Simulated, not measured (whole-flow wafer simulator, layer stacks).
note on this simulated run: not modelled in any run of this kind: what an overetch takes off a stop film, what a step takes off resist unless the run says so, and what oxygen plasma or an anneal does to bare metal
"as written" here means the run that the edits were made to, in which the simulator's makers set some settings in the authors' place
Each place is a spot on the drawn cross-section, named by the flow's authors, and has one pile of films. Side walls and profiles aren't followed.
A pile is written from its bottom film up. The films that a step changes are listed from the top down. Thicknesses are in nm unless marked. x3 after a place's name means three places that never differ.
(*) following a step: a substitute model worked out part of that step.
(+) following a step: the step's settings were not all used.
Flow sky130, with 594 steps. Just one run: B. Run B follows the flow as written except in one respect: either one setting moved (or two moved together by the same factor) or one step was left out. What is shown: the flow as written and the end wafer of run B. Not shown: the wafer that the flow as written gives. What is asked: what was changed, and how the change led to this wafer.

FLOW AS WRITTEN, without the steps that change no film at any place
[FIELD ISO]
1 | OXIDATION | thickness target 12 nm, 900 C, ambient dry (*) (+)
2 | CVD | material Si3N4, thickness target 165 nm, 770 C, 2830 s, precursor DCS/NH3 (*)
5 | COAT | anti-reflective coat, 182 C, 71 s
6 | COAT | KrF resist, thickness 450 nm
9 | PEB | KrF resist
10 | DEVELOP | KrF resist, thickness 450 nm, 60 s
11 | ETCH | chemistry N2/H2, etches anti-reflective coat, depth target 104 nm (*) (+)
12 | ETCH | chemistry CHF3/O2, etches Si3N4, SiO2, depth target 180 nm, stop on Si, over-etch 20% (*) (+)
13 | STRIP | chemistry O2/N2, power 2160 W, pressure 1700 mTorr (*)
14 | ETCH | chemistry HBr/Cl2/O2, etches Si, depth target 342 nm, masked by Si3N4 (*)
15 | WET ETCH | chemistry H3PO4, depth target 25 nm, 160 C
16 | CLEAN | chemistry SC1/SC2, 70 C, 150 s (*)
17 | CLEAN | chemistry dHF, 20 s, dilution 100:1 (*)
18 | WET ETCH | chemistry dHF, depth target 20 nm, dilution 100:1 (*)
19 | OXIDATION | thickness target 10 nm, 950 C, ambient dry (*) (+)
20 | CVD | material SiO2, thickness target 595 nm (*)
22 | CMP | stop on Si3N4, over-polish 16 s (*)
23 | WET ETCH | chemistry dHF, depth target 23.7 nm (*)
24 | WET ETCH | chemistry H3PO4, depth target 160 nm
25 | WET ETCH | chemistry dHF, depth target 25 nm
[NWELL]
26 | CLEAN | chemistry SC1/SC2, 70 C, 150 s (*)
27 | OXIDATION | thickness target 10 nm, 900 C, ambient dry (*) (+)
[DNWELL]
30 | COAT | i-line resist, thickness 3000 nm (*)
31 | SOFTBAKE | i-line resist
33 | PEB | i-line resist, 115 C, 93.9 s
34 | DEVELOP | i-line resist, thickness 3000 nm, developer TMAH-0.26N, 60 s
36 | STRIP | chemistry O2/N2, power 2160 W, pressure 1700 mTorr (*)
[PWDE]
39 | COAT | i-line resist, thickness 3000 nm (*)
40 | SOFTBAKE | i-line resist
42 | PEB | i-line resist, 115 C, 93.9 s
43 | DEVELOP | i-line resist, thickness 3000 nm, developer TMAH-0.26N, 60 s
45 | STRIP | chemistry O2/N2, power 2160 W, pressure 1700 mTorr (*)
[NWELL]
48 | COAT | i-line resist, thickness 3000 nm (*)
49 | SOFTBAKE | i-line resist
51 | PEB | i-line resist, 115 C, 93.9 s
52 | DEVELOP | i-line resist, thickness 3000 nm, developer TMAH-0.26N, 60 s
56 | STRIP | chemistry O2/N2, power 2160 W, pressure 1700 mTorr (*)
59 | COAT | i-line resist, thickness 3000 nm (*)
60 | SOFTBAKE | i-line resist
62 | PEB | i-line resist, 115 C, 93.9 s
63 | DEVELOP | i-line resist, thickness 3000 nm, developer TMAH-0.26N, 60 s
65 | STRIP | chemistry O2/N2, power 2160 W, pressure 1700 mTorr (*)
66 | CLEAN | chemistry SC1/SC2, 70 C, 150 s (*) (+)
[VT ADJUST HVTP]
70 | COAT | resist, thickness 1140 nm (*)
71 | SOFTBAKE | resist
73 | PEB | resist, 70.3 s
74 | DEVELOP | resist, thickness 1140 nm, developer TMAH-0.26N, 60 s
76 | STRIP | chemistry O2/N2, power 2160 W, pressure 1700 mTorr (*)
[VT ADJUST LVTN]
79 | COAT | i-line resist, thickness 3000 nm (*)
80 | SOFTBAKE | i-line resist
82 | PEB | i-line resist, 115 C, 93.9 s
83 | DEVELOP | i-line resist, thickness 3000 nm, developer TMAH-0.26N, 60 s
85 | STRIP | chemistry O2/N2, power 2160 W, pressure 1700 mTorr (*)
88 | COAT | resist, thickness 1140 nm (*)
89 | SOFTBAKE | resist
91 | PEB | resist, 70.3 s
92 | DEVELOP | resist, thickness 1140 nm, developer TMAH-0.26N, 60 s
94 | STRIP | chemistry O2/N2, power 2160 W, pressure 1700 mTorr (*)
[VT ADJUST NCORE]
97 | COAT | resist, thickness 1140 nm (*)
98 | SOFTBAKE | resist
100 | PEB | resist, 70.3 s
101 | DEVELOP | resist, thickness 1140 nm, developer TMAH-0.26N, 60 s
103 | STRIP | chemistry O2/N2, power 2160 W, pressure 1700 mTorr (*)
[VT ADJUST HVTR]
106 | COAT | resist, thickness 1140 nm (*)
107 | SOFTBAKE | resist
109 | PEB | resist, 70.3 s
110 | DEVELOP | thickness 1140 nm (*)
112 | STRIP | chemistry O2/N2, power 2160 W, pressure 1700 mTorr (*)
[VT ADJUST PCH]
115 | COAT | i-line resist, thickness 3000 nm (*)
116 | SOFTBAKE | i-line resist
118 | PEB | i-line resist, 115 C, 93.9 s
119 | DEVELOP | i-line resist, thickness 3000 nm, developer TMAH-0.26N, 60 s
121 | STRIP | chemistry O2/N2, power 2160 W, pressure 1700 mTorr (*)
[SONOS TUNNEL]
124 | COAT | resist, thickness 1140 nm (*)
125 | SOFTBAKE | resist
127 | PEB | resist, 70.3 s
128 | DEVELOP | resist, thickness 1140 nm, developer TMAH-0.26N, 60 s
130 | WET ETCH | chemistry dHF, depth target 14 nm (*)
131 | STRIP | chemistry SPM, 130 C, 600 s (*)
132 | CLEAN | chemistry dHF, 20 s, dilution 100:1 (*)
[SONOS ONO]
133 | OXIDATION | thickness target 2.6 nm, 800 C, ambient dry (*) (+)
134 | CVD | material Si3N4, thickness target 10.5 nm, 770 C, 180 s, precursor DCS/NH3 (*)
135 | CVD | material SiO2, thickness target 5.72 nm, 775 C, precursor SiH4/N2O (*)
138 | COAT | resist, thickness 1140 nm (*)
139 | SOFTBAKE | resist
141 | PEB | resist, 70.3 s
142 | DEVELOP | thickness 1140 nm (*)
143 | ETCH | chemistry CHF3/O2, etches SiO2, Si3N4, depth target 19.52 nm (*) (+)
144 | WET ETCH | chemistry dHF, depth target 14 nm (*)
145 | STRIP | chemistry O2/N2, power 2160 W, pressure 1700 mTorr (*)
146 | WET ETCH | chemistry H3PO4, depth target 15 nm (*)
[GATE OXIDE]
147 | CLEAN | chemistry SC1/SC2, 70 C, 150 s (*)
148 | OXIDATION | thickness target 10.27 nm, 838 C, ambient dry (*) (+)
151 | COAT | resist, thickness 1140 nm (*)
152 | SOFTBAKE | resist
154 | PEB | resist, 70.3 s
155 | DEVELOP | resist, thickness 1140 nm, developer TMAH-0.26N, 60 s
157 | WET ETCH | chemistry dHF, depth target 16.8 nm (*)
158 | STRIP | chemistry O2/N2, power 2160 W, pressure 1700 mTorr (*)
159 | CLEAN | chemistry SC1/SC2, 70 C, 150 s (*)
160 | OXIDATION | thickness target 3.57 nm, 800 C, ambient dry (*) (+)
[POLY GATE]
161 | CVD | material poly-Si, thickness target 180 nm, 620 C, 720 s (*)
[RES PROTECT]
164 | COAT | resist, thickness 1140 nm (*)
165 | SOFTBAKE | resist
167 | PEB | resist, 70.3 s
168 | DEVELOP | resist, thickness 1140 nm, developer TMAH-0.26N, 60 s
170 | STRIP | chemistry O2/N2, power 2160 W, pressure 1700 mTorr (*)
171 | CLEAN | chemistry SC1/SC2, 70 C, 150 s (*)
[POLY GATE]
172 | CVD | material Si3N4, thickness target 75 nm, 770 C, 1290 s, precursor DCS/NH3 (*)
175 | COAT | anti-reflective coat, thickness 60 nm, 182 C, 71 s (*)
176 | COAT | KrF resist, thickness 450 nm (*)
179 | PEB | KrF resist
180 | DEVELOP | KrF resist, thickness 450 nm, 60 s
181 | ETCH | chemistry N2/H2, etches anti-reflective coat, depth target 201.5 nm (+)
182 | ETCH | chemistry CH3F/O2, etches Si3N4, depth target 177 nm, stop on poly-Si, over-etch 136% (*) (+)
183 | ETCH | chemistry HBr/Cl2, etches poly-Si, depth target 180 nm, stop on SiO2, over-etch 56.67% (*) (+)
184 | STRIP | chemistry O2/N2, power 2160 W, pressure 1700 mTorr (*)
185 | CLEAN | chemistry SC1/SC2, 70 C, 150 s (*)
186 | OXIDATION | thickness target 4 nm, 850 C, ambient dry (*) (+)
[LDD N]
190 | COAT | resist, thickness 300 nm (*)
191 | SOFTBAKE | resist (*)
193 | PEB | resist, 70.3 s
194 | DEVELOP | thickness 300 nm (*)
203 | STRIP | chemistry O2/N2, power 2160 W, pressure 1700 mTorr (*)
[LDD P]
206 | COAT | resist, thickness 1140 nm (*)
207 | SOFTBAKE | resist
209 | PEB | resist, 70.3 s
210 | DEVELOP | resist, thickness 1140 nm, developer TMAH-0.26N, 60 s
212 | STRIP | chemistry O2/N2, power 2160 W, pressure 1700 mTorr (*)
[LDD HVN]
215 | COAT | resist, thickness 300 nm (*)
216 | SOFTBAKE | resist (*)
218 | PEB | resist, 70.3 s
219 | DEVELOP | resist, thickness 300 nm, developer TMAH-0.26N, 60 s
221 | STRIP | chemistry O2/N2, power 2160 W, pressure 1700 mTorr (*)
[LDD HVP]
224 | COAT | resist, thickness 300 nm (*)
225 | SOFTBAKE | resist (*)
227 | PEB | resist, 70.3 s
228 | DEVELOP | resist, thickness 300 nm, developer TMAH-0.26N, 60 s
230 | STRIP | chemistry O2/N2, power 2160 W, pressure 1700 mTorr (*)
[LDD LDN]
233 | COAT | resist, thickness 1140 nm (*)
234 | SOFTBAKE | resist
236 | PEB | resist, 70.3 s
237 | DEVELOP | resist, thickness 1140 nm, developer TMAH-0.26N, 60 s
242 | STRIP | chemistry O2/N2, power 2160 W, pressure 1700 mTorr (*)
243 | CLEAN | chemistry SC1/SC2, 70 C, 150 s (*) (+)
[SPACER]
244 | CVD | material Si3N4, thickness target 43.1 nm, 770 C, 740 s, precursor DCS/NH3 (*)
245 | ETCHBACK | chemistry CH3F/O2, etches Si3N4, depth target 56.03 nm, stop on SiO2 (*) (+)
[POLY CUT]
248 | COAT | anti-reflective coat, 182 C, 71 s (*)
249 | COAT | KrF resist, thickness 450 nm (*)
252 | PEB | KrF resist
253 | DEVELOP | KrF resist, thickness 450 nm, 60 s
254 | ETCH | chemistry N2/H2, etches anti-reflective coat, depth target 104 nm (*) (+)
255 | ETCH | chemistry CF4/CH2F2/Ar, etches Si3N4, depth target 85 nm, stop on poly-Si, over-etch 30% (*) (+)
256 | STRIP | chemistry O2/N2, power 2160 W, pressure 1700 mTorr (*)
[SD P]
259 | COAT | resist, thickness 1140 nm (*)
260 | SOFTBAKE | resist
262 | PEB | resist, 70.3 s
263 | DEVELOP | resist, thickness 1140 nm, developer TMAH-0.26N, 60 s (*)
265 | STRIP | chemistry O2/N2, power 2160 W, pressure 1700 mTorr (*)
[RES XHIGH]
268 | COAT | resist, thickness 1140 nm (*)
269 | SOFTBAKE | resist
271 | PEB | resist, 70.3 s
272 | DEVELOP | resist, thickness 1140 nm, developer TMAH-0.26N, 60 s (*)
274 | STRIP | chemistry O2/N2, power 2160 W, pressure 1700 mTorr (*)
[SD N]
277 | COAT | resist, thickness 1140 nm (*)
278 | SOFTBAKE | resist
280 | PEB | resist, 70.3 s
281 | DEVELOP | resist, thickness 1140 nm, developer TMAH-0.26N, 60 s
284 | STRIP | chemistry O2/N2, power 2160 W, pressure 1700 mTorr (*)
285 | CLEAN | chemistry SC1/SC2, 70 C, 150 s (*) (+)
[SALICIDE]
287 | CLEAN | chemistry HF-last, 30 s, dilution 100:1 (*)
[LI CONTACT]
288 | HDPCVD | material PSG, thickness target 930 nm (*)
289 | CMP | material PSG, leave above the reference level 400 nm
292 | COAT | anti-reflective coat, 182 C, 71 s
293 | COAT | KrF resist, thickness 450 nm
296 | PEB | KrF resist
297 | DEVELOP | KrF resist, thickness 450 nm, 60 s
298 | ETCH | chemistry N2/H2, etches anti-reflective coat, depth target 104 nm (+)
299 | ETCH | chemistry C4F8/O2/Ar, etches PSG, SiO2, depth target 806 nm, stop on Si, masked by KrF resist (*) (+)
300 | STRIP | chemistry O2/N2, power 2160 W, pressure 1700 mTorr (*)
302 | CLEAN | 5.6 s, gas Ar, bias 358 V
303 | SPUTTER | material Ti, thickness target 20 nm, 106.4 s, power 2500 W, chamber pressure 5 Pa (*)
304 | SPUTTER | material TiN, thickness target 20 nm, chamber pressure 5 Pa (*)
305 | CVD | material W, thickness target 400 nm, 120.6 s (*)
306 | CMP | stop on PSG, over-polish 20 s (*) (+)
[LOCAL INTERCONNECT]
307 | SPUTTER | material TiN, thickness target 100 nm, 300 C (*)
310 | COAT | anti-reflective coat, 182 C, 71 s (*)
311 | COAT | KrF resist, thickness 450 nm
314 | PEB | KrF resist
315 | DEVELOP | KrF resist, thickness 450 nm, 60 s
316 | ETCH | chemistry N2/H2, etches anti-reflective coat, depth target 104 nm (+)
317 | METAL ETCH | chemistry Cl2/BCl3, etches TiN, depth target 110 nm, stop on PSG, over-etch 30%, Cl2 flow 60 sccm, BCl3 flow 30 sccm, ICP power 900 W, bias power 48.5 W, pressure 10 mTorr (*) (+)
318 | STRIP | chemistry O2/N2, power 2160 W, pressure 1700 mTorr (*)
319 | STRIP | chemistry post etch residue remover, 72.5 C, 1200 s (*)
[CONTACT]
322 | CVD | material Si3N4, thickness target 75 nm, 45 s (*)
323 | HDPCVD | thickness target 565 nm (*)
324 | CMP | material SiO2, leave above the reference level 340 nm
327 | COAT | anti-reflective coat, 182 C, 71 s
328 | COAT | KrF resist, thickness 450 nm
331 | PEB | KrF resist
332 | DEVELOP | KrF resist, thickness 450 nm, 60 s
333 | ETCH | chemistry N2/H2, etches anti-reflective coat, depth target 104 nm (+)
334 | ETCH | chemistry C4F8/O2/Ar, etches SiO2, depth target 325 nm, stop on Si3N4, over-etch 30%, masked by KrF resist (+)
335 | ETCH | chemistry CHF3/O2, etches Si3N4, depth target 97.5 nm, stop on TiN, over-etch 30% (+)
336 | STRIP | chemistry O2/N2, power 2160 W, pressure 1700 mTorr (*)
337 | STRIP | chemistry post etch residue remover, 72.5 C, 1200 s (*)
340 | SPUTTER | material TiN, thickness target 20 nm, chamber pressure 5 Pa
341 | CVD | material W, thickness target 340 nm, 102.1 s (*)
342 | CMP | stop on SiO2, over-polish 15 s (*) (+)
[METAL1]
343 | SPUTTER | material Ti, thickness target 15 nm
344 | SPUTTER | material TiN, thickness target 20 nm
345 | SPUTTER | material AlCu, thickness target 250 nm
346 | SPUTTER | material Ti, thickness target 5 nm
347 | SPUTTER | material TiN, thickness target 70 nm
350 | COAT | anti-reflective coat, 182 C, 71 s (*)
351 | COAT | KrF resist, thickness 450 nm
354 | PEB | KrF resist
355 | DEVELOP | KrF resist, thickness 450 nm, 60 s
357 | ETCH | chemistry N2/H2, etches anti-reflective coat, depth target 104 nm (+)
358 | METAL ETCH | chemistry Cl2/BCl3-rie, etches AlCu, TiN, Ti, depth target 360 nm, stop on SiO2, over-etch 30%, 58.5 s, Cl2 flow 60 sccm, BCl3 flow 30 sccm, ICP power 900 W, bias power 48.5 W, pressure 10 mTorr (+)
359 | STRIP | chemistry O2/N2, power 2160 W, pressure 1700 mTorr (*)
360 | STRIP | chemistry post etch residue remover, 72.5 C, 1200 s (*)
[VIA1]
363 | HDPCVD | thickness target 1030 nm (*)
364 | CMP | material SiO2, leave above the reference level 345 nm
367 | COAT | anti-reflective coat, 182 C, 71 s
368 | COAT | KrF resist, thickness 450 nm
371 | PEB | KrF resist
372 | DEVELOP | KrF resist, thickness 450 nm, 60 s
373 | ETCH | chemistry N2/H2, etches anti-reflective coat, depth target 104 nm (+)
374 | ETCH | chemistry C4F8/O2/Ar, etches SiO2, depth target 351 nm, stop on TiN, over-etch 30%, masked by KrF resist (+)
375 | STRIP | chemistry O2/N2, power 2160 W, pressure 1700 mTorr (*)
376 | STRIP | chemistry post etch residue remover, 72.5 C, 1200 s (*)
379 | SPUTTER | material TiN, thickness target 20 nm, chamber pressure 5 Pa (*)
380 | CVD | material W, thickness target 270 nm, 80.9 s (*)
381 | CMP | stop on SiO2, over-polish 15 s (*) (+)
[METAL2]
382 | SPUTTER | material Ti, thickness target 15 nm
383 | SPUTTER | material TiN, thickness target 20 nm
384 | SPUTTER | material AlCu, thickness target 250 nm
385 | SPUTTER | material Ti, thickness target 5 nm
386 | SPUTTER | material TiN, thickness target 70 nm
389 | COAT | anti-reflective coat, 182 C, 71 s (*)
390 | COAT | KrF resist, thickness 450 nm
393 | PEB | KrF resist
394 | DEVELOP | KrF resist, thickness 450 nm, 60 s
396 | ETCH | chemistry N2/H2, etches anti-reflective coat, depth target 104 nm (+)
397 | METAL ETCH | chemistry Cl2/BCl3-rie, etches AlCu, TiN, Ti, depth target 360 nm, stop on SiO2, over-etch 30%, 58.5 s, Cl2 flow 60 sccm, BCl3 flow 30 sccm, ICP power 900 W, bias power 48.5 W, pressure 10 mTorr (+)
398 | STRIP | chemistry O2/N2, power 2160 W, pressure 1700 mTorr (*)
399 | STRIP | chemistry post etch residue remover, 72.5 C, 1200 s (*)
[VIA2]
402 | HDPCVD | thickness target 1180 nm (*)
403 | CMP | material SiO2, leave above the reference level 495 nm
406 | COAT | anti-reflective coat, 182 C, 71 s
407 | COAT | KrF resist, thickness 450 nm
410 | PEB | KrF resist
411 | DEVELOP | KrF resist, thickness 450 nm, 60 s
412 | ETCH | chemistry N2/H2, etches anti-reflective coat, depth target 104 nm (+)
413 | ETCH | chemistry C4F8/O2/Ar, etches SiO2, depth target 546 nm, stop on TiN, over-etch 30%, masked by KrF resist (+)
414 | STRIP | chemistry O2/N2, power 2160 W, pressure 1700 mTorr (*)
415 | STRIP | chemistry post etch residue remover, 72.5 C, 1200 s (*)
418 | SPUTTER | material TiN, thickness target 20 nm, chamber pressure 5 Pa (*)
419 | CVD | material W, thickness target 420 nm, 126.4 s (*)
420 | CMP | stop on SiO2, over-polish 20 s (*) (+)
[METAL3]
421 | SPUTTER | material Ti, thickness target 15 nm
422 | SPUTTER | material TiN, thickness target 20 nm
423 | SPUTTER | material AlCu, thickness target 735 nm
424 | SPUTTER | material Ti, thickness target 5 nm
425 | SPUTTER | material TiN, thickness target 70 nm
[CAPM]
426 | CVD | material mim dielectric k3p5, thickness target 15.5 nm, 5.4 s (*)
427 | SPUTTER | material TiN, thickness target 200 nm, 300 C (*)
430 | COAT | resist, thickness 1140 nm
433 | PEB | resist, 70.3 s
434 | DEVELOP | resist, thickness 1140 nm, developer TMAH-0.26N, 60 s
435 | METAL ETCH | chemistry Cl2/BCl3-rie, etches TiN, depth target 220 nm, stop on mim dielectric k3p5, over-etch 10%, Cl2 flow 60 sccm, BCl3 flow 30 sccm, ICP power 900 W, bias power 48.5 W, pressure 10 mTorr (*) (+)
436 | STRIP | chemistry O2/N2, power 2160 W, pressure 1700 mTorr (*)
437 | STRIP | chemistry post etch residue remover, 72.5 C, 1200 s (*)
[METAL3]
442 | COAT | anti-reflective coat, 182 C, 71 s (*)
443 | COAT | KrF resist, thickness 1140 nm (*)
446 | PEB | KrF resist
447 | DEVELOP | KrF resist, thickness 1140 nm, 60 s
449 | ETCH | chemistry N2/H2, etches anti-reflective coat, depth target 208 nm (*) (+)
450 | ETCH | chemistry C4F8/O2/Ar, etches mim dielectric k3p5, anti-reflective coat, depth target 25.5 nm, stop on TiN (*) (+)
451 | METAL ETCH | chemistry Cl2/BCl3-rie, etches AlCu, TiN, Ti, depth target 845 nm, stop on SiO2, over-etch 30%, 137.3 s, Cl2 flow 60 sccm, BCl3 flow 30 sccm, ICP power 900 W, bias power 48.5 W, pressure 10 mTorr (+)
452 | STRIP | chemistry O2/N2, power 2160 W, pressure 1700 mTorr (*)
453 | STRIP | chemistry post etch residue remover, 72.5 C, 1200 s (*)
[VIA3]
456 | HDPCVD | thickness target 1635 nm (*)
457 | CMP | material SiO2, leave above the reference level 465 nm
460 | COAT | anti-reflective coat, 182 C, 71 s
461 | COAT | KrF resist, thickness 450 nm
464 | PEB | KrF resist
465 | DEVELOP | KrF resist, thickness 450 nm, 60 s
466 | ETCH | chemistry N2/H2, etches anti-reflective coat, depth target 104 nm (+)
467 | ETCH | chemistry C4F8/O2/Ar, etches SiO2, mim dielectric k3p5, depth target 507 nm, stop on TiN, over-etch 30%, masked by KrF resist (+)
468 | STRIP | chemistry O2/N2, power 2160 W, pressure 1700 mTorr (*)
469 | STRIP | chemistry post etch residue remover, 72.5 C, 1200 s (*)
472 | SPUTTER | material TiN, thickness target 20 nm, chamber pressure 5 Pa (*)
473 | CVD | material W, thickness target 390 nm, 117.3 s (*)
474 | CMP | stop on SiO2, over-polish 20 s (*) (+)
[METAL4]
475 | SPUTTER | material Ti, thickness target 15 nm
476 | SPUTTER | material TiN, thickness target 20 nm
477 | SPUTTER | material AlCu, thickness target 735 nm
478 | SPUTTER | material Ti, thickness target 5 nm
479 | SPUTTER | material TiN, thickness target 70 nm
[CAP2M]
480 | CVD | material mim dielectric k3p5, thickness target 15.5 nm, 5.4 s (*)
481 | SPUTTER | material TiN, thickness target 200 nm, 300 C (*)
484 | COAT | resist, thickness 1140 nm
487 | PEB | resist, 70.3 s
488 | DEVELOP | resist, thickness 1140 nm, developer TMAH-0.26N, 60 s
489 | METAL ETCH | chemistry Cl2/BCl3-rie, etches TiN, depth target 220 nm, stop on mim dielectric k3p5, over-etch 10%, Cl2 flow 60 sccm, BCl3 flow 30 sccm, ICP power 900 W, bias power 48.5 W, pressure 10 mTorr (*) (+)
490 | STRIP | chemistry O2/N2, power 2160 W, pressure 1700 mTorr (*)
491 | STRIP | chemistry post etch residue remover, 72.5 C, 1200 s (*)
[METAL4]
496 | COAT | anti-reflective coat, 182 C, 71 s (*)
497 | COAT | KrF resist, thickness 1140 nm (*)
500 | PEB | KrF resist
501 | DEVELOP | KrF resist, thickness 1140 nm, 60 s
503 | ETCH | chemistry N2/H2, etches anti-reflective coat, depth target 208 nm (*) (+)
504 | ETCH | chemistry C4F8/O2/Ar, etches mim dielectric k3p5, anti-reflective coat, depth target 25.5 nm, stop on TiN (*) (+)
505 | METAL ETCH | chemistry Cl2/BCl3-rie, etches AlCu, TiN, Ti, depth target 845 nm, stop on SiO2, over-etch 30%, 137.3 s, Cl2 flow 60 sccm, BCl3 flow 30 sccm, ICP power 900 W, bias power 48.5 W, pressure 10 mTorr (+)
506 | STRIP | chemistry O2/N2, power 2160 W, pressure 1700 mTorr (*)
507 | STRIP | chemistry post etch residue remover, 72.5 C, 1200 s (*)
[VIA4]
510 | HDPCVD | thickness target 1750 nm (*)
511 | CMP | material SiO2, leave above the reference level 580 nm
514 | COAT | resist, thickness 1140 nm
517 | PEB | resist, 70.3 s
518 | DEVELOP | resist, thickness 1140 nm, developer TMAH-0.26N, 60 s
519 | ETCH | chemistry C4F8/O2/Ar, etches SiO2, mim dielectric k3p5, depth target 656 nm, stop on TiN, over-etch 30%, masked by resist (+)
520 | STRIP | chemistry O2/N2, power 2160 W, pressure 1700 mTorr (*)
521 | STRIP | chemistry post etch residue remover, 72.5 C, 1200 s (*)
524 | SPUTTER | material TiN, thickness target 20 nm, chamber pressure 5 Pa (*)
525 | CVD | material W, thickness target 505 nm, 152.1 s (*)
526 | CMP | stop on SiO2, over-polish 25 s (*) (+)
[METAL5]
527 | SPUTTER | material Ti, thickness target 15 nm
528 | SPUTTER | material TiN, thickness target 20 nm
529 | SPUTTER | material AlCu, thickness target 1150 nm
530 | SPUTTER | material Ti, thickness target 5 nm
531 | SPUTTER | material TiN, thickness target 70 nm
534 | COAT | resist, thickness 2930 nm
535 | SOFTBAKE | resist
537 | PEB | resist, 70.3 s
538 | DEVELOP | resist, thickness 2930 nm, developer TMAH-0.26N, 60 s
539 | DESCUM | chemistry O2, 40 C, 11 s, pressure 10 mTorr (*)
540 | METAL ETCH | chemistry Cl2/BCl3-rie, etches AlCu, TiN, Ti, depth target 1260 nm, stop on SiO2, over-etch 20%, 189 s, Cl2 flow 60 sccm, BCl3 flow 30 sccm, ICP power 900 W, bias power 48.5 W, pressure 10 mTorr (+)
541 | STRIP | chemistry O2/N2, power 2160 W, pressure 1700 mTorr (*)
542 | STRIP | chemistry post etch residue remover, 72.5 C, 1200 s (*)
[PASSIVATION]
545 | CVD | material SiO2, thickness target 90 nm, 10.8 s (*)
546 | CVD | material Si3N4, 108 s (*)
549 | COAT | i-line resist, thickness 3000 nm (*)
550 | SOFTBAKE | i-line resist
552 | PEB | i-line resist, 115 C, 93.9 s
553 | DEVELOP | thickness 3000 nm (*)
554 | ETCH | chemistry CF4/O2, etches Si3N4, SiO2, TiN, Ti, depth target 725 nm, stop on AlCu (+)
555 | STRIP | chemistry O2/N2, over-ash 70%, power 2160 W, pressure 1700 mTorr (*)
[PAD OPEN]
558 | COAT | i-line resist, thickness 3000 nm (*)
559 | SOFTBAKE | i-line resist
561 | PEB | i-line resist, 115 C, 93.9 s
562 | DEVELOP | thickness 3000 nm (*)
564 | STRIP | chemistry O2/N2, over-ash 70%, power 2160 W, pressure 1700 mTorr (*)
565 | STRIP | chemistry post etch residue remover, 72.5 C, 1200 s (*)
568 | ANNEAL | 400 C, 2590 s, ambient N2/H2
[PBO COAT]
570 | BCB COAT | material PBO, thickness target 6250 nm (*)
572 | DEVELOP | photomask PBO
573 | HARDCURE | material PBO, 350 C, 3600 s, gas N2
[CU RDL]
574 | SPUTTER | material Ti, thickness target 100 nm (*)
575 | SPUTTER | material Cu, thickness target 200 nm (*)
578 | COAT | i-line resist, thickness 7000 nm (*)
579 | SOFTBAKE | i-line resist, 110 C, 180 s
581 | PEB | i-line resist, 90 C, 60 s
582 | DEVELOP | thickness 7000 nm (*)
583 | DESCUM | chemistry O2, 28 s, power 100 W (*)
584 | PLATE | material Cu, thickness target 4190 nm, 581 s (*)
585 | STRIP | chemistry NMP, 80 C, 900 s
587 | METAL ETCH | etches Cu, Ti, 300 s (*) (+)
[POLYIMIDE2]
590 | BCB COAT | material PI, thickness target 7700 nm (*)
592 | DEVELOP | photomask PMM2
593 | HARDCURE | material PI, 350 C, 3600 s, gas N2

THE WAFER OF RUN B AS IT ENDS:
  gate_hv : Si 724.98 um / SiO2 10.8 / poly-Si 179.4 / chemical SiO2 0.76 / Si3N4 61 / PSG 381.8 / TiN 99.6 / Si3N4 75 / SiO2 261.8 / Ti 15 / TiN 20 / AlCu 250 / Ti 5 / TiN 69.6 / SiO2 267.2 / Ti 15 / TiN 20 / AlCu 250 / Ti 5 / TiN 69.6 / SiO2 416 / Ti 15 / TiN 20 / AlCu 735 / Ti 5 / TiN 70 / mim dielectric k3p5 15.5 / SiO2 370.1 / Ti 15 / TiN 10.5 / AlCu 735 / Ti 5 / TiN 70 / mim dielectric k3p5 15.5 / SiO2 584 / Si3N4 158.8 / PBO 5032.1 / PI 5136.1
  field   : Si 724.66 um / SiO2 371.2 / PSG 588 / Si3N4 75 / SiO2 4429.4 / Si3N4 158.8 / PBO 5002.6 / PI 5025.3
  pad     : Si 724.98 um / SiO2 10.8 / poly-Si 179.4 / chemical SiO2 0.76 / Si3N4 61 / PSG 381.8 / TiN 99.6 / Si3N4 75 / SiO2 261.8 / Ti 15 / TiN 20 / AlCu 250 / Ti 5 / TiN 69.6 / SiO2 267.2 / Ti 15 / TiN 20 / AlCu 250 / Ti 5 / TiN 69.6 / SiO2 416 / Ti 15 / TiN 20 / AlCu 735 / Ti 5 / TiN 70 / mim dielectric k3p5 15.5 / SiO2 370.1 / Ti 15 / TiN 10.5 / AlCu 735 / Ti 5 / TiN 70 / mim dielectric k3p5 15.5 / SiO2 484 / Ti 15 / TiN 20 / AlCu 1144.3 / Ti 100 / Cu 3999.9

Cause: step 476, SPUTTER: thickness target 10.5 nm was run, whereas the flow has thickness target 20 nm.
The wafer itself shows it: gate_hv has TiN 10.5, and step 476 as written asks for 20 nm.

Step by step, how the change led to this:
  476 | SPUTTER | material TiN, thickness target 20 nm
      field, active, n_well and 189 more: TiN gains 10.5 (new film) (it would be, as written: TiN gains 20 (new film))
  505 | METAL ETCH | chemistry Cl2/BCl3-rie, etches AlCu, TiN, Ti, depth target 845 nm, stop on SiO2, over-etch 30%, 137.3 s, Cl2 flow 60 sccm, BCl3 flow 30 sccm, ICP power 900 W, bias power 48.5 W, pressure 10 mTorr (+)
      field, gate, spacer and 68 more: TiN loses 70 (all of it), Ti loses 5 (all of it), AlCu loses 735 (all of it), TiN loses 10.5 (all of it), Ti loses 15 (all of it), SiO2 loses 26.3 (it would be, as written: TiN loses 70 (all of it), Ti loses 5 (all of it), AlCu loses 735 (all of it), TiN loses 20 (all of it), Ti loses 15 (all of it), SiO2 loses 25.4)
      active, vpp_iso1, mim_edge_plate and 14 more: TiN loses 70 (all of it), Ti loses 5 (all of it), AlCu loses 735 (all of it), TiN loses 10.5 (all of it), Ti loses 15 (all of it), SiO2 loses 26.3 (it would be, as written: TiN loses 70 (all of it), Ti loses 5 (all of it), AlCu loses 735 (all of it), TiN loses 20 (all of it), Ti loses 15 (all of it), SiO2 loses 25.3)
  511 | CMP | material SiO2, leave above the reference level 580 nm
      field, active, gate and 77 more: SiO2 loses 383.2 (it would be, as written: SiO2 loses 374.7)
      iso_guard__w1, mim_edge_gap, vpp_l1ln, vpp_m3ln, rpm_encl, via2_enc, rpm_encl_psd, iso_guard_nsd_tip: SiO2 loses 383.2 (it would be, as written: SiO2 loses 374.6)
